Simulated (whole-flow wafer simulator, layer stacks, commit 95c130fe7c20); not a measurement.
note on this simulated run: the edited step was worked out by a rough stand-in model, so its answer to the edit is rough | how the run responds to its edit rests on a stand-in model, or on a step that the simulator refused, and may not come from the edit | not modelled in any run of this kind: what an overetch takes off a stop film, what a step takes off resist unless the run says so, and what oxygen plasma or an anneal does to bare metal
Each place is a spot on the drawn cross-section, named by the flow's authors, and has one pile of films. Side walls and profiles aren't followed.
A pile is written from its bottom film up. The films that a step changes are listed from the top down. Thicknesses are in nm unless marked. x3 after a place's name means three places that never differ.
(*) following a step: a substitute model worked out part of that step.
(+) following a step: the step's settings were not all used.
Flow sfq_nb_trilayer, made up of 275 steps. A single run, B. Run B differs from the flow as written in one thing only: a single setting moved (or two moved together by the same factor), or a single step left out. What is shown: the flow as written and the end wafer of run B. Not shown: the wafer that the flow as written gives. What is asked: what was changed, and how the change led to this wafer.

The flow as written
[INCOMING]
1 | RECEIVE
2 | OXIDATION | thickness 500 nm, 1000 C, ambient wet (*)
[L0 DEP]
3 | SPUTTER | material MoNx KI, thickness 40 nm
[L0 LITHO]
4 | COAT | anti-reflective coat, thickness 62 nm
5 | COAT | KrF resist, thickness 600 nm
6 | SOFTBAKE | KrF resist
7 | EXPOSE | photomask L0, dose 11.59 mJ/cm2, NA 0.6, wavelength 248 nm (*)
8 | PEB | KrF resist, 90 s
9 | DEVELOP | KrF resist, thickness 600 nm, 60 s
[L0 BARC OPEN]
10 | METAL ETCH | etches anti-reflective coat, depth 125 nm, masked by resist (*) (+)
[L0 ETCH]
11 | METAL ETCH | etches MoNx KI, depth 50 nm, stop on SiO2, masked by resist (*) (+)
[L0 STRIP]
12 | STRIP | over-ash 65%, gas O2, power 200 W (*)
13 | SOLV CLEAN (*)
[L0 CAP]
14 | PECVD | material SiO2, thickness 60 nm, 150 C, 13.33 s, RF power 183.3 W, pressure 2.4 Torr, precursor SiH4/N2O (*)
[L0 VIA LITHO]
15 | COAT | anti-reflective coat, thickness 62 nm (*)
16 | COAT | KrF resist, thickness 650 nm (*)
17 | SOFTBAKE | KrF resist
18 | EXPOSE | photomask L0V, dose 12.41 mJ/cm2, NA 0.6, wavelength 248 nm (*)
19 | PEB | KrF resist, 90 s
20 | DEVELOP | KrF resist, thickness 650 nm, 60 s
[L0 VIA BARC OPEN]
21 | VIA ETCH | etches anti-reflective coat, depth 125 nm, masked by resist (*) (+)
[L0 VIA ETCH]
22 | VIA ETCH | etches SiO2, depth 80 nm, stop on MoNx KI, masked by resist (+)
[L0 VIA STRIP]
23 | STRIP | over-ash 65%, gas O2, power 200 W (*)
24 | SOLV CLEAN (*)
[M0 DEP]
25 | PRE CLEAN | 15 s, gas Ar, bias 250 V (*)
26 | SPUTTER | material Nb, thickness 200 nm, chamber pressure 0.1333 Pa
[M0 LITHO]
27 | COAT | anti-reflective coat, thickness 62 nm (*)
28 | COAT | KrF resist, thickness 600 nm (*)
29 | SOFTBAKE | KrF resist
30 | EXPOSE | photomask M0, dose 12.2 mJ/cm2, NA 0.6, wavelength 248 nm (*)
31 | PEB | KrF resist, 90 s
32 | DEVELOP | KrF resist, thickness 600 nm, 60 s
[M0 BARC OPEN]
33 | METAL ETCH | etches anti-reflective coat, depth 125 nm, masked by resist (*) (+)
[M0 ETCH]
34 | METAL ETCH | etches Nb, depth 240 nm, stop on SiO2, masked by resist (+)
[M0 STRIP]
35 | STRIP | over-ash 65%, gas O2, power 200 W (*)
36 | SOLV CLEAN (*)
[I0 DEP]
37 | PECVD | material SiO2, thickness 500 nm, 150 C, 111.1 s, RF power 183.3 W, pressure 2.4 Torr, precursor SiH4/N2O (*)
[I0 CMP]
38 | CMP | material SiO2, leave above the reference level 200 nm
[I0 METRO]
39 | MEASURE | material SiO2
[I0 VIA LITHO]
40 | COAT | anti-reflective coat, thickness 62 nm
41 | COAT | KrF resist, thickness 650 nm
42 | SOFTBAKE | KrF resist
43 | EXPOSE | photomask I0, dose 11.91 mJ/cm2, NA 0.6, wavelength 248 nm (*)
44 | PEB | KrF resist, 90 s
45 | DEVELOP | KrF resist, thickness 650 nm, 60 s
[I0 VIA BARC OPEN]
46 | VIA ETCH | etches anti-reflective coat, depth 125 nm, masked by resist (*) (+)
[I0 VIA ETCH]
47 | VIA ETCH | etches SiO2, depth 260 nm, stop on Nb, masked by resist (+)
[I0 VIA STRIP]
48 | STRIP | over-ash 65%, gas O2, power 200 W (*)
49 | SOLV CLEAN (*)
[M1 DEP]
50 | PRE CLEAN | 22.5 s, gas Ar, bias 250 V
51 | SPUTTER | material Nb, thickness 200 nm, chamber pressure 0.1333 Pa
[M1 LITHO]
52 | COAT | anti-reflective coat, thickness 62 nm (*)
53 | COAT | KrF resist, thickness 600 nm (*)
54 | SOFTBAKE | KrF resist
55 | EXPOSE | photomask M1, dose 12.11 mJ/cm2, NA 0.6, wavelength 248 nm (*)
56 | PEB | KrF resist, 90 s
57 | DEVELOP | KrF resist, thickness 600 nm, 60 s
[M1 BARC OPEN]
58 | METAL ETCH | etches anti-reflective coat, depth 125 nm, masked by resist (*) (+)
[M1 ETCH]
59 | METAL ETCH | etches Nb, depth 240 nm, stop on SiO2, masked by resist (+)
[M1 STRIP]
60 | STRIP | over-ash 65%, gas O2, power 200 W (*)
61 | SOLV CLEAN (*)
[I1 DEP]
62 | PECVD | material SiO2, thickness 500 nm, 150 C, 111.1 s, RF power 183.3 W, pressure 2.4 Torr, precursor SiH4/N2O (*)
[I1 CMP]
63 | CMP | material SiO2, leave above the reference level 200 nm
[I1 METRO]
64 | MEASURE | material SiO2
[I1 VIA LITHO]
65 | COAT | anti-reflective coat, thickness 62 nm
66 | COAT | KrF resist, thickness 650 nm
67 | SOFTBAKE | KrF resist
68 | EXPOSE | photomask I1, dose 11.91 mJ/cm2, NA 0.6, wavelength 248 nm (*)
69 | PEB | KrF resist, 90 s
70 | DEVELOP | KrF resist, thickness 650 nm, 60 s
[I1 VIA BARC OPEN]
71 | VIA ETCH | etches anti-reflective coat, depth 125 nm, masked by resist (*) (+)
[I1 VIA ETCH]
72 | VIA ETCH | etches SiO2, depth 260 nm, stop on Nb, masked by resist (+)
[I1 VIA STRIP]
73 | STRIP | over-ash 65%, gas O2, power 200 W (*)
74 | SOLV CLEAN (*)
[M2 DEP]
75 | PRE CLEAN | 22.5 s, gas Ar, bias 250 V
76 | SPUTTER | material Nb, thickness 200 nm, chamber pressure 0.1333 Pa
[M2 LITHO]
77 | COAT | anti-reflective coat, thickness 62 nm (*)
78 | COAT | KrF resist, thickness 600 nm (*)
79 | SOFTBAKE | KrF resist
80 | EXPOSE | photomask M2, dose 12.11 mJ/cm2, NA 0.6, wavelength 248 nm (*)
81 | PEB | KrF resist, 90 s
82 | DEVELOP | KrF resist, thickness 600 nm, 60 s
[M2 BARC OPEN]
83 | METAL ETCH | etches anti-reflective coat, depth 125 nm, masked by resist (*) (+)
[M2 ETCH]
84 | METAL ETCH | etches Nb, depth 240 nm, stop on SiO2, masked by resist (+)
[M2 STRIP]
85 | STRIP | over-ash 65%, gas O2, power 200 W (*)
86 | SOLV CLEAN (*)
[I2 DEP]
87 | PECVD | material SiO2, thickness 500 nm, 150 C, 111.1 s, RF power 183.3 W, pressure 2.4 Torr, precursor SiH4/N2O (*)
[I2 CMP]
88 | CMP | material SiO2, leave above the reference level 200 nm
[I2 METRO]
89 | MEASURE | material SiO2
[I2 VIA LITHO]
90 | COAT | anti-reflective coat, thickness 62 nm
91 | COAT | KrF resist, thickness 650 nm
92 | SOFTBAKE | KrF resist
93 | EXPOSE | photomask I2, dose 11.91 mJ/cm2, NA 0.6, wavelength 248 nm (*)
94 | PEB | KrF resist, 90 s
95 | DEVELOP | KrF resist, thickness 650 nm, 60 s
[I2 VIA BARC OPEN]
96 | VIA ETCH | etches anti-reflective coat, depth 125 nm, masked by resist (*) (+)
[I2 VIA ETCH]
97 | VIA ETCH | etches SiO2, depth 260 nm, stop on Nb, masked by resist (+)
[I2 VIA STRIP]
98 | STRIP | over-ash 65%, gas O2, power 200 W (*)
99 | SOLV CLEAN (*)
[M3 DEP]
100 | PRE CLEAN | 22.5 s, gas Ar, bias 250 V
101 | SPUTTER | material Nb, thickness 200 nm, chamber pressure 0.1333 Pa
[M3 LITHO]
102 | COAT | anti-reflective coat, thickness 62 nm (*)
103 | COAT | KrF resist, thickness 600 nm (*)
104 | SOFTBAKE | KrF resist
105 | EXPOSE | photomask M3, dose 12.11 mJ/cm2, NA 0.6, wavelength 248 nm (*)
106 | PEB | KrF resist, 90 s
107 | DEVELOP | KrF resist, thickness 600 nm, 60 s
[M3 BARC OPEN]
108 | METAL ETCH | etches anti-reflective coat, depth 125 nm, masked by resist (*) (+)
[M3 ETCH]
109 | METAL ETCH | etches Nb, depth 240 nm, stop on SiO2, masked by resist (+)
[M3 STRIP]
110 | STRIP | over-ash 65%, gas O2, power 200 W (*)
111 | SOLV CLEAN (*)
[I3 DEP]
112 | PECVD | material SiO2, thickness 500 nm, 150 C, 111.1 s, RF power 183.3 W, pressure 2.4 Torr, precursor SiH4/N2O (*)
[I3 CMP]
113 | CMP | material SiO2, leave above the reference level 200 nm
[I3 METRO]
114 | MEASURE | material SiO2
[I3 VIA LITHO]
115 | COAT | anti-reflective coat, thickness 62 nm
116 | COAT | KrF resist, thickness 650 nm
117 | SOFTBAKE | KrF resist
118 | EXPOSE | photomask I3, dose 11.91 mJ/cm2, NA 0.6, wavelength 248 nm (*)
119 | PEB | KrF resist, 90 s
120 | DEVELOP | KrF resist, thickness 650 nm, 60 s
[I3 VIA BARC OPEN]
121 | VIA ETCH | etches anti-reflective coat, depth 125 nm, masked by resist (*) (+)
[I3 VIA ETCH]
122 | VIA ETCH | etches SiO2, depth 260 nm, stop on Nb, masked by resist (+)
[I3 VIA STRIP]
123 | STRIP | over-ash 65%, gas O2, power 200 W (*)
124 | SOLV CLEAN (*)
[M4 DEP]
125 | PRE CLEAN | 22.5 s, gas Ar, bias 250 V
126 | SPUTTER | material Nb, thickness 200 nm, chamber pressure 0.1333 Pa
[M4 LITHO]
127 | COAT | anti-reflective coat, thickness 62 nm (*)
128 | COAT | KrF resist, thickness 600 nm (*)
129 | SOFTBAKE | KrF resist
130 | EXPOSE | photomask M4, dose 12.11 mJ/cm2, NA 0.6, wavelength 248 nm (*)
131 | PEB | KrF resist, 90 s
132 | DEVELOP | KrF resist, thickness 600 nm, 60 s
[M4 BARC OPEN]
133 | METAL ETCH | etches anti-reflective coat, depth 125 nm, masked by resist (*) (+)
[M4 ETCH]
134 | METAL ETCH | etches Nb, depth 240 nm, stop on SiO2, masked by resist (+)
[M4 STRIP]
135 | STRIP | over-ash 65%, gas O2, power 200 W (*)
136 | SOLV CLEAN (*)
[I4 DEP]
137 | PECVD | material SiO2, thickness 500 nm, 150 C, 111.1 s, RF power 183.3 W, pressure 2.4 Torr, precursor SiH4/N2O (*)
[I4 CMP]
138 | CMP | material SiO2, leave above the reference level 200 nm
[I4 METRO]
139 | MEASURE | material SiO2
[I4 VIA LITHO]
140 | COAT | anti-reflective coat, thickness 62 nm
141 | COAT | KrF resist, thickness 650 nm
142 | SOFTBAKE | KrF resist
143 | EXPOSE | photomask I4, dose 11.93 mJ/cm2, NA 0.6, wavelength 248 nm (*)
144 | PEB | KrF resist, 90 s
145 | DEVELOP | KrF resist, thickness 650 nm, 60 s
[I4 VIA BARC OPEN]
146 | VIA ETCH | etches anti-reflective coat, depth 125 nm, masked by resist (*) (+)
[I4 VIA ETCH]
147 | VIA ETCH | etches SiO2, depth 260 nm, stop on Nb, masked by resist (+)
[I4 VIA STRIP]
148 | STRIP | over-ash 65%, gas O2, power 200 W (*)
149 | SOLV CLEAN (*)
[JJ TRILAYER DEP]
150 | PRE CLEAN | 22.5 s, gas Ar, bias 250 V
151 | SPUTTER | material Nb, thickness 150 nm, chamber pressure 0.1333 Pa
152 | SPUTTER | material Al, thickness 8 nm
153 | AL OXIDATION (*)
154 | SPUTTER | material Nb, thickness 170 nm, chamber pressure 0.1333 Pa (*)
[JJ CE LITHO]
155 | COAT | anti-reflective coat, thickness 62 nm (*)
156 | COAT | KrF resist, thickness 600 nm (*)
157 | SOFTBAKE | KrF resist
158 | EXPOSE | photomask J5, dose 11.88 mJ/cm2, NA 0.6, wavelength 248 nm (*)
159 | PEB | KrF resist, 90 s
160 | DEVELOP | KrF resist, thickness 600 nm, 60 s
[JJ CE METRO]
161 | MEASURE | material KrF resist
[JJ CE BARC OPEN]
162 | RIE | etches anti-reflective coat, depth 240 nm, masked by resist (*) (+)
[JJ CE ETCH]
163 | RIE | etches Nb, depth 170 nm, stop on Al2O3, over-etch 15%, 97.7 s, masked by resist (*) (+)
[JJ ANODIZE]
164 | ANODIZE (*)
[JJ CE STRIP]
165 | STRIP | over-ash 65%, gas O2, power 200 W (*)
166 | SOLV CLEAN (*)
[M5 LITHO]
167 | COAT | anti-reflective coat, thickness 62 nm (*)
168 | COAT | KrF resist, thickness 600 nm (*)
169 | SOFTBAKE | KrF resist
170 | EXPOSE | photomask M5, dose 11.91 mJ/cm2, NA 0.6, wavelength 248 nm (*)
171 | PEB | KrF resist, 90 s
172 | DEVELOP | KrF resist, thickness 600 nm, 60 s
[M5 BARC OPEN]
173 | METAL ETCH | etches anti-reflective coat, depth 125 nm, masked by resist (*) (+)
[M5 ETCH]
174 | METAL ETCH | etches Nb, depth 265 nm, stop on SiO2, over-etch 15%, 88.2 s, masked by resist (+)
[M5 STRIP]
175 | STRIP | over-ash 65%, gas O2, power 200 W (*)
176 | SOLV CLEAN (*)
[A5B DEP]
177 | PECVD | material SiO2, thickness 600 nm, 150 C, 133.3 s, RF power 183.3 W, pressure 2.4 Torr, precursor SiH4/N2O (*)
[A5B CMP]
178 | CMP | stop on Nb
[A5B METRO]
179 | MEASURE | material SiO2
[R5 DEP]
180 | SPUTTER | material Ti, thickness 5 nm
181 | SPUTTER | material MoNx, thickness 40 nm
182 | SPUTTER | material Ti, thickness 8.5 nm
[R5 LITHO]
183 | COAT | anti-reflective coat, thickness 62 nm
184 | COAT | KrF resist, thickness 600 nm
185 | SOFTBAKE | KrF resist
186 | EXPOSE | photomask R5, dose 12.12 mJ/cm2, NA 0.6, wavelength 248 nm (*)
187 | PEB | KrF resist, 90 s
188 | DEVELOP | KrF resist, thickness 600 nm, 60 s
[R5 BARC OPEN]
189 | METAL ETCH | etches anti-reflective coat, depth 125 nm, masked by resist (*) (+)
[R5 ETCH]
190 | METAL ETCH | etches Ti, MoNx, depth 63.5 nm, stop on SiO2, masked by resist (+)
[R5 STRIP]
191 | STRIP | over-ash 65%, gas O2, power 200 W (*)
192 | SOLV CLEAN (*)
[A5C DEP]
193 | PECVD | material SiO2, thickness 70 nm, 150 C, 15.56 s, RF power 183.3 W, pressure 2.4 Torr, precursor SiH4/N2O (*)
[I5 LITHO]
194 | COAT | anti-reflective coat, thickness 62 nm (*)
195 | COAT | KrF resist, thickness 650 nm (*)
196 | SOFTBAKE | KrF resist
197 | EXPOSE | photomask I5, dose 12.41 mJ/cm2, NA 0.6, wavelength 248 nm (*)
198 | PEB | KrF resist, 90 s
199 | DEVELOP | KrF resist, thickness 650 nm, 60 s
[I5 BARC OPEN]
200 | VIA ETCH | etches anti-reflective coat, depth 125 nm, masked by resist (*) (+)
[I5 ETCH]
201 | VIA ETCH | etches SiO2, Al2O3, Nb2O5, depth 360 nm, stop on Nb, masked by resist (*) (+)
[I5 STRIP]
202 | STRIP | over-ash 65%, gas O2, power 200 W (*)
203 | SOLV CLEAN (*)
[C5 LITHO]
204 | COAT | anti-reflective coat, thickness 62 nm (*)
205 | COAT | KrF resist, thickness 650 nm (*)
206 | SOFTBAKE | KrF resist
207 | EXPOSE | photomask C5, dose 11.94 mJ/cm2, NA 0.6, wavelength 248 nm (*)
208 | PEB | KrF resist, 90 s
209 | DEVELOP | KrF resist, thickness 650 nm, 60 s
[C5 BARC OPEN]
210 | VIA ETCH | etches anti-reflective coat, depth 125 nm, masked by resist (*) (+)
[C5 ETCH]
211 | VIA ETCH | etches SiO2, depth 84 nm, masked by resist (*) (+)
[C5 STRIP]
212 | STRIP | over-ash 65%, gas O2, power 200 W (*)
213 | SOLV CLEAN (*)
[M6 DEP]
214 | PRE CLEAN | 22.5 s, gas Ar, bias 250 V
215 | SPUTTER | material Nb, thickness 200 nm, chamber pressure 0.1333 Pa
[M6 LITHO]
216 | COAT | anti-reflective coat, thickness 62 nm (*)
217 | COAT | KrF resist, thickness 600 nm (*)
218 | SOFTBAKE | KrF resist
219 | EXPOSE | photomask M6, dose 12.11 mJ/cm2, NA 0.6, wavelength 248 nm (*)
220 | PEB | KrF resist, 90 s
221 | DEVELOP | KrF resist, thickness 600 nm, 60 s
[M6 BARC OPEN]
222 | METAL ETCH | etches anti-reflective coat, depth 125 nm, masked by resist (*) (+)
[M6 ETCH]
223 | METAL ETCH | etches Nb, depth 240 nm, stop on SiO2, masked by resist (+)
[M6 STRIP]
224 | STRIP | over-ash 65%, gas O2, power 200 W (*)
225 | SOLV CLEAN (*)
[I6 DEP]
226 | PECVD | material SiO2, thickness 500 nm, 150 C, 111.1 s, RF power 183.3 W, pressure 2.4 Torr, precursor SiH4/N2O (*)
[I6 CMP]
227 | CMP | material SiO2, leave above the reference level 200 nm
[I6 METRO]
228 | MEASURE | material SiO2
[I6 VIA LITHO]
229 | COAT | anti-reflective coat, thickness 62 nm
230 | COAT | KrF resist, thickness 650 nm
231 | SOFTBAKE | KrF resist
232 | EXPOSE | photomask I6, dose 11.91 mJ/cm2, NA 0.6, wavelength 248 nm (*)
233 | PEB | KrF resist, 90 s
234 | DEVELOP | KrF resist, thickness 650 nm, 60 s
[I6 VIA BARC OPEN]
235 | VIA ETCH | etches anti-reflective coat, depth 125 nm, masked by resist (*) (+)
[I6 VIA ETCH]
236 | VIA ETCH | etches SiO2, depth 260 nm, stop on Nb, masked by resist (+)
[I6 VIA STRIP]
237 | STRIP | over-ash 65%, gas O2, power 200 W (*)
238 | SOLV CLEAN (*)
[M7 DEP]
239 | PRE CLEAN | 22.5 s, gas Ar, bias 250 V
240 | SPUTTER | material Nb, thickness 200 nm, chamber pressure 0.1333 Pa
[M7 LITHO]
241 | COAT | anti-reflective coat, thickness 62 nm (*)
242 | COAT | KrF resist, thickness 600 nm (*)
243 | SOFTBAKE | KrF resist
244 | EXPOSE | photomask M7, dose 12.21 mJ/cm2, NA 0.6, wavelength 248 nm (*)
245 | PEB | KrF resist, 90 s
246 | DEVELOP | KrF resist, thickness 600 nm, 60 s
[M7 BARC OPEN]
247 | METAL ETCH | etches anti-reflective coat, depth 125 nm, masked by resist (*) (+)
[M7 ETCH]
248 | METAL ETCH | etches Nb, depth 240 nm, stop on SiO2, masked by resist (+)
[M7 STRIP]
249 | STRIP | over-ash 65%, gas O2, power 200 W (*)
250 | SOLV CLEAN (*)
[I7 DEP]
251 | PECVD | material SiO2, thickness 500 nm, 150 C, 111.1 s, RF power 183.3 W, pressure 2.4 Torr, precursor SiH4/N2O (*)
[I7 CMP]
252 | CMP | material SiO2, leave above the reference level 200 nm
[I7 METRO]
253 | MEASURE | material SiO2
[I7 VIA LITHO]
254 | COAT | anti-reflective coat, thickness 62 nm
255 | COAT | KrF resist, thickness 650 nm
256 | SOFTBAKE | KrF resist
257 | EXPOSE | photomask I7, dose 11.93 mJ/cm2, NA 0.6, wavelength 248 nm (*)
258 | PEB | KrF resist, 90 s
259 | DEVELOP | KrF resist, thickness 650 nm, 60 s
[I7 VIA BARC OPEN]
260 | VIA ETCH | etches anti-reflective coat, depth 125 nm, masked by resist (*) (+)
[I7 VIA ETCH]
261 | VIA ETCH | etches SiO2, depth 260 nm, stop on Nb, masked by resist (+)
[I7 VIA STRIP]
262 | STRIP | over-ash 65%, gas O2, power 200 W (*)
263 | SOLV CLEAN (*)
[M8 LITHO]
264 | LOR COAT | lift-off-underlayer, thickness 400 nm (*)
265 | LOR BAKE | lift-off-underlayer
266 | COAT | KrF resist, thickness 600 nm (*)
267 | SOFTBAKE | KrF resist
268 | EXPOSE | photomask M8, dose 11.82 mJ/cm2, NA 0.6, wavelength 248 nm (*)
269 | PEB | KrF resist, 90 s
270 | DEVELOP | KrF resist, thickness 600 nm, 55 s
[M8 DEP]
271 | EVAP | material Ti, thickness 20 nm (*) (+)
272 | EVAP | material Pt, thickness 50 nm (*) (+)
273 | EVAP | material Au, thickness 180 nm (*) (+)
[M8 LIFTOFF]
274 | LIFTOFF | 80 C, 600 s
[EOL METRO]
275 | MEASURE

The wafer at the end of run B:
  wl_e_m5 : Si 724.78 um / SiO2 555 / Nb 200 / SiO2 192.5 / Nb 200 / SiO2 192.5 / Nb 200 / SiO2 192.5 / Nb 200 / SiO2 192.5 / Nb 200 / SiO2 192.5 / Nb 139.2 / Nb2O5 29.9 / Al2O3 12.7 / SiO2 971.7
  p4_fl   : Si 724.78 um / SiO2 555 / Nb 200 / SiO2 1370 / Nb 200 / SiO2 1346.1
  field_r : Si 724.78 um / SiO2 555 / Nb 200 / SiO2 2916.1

The reason: step 193, PECVD: thickness 40.2 nm was run, though the flow has thickness 70 nm; step 193, PECVD: 8.944 s was run, where the flow has 15.56 s.

Step by step, how the change led to this:
  193 | PECVD | material SiO2, thickness 70 nm, 150 C, 15.56 s, RF power 183.3 W, pressure 2.4 Torr, precursor SiH4/N2O (*)
      field_l, v_sur, via_wl and 92 more: SiO2 gains 40.2 (as written it would have been: SiO2 gains 70)
      ce_l, c5j, ce_r and 8 more: SiO2 gains 40.2 (new film) (as written it would have been: SiO2 gains 70 (new film))
  201 | VIA ETCH | etches SiO2, Al2O3, Nb2O5, depth 360 nm, stop on Nb, masked by resist (*) (+)
      be: SiO2 loses 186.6 (all of it), Al2O3 loses 12.7 (all of it), Nb2O5 loses 29.9 (all of it) (as written it would have been: SiO2 loses 216.4 (all of it), Al2O3 loses 12.7 (all of it), Nb2O5 loses 29.9 (all of it))
  204 | COAT | anti-reflective coat, thickness 62 nm (*)
      be: anti-reflective coat gains 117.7 (new film) (as written it would have been: anti-reflective coat gains 122.2 (new film))
      be_sur: anti-reflective coat gains 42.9 (new film) (as written it would have been: anti-reflective coat gains 41.8 (new film))
  205 | COAT | KrF resist, thickness 650 nm (*)
      be: KrF resist gains 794 (new film) (as written it would have been: KrF resist gains 815.3 (new film))
  211 | VIA ETCH | etches SiO2, depth 84 nm, masked by resist (*) (+)
      field_l, v_sur, via_wl and 101 more: KrF resist loses 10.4 (as written it would have been: KrF resist loses 14.5)
      c5j: SiO2 loses 40.1 (all of it), Nb loses 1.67 (as written it would have been: SiO2 loses 69.9 (all of it), Nb loses 1.18)
      (also at 1 further place)
  212 | STRIP | over-ash 65%, gas O2, power 200 W (*)
      be: KrF resist loses 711 (all of it), anti-reflective coat loses 117.7 (all of it) (as written it would have been: KrF resist loses 728.2 (all of it), anti-reflective coat loses 122.2 (all of it))
      be_sur: KrF resist loses 565.5 (all of it), anti-reflective coat loses 42.9 (all of it) (as written it would have been: KrF resist loses 559.6 (all of it), anti-reflective coat loses 41.8 (all of it))
  215 | SPUTTER | material Nb, thickness 200 nm, chamber pressure 0.1333 Pa
      be: Nb gains 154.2 (as written it would have been: Nb gains 147.3)
      c5j: Nb gains 196.2 (as written it would have been: Nb gains 188.4)
      (also at 1 further place)
  216 | COAT | anti-reflective coat, thickness 62 nm (*)
      be: anti-reflective coat gains 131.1 (new film) (as written it would have been: anti-reflective coat gains 136.7 (new film))
      jj_sur: anti-reflective coat gains 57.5 (new film) (as written it would have been: anti-reflective coat gains 56.1 (new film))
      (also at 7 further places)
  217 | COAT | KrF resist, thickness 600 nm (*)
      be: KrF resist gains 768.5 (new film) (as written it would have been: KrF resist gains 793.9 (new film))
      res: KrF resist gains 589.6 (new film) (as written it would have been: KrF resist gains 605.2 (new film))
  224 | STRIP | over-ash 65%, gas O2, power 200 W (*)
      be: KrF resist loses 550.4 (all of it), anti-reflective coat loses 131.1 (all of it) (as written it would have been: KrF resist loses 575.8 (all of it), anti-reflective coat loses 136.7 (all of it))
      jj_sur: KrF resist loses 380.4 (all of it), anti-reflective coat loses 57.5 (all of it) (as written it would have been: KrF resist loses 378.5 (all of it), anti-reflective coat loses 56.1 (all of it))
      (also at 7 further places)
  226 | PECVD | material SiO2, thickness 500 nm, 150 C, 111.1 s, RF power 183.3 W, pressure 2.4 Torr, precursor SiH4/N2O (*)
      be: SiO2 gains 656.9 (new film) (as written it would have been: SiO2 gains 693.5 (new film))
      c5j: SiO2 gains 500 (new film) (as written it would have been: SiO2 gains 514.7 (new film))
  227 | CMP | material SiO2, leave above the reference level 200 nm
      c5j: SiO2 loses 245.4 (as written it would have been: SiO2 loses 223)
      res: SiO2 loses 316.3 (as written it would have been: SiO2 loses 279.4)
